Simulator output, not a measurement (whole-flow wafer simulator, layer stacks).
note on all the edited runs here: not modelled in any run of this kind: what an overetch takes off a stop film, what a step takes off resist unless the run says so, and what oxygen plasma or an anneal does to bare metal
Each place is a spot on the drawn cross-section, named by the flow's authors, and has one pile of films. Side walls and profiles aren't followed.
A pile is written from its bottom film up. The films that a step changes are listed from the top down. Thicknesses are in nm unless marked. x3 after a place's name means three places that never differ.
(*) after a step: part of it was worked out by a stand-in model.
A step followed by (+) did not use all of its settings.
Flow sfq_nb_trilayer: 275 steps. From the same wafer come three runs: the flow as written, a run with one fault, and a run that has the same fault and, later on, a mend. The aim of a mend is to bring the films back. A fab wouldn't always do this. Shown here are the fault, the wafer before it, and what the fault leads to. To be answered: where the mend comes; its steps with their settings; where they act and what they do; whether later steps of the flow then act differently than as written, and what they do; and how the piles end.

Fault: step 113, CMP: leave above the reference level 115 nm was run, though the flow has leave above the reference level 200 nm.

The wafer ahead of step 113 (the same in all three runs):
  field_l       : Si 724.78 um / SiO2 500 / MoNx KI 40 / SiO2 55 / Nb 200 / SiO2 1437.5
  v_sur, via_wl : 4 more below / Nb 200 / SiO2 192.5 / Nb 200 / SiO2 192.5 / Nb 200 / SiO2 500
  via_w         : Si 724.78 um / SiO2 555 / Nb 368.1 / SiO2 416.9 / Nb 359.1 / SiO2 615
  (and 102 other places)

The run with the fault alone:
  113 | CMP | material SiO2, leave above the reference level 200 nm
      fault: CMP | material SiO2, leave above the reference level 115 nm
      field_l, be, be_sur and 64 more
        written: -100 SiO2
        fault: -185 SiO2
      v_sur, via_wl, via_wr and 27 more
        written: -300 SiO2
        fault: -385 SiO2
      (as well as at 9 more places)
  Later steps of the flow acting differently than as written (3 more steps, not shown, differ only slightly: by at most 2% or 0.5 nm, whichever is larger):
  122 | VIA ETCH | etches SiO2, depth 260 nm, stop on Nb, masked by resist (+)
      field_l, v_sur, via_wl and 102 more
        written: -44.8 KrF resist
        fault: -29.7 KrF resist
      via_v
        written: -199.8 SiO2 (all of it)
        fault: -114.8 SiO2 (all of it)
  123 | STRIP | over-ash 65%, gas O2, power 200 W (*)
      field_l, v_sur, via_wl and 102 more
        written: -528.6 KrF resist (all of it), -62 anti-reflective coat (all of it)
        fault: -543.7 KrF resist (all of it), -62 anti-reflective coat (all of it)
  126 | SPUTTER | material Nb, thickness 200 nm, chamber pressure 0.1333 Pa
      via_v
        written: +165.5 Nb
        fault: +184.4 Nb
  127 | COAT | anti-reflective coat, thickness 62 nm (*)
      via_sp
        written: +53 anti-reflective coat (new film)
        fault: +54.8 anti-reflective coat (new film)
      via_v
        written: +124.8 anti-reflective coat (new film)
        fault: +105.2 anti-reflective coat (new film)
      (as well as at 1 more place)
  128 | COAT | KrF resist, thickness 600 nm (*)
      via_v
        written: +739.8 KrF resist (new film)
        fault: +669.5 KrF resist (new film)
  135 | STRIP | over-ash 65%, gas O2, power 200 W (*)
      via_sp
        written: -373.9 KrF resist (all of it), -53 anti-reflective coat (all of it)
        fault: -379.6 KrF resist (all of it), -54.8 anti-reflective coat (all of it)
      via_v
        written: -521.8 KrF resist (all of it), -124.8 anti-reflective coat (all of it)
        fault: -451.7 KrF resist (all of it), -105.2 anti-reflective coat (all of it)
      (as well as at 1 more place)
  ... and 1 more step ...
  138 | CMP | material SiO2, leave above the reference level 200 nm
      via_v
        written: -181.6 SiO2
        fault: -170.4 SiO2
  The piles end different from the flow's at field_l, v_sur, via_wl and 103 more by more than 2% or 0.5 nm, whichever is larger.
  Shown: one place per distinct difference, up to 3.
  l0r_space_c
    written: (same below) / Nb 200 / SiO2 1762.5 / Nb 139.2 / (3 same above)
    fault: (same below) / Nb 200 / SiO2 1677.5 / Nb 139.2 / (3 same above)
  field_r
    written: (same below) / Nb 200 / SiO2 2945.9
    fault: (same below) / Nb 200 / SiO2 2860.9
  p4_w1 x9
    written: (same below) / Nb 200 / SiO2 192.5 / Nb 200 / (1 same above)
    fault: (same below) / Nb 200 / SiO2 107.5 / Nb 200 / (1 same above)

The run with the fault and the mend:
  The mend follows step 114.
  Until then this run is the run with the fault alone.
  114a | PECVD | material SiO2, thickness 85 nm, 150 C, 18.89 s, RF power 183.3 W, pressure 2.4 Torr, precursor SiH4/N2O (the flow's step 112, run once more with other settings)
      field_l, v_sur, via_wl and 103 more
        +85 SiO2
  None of the later steps of the flow acts differently than as written at any place that is followed.
  The piles end the same as the flow's at every place that both follow.
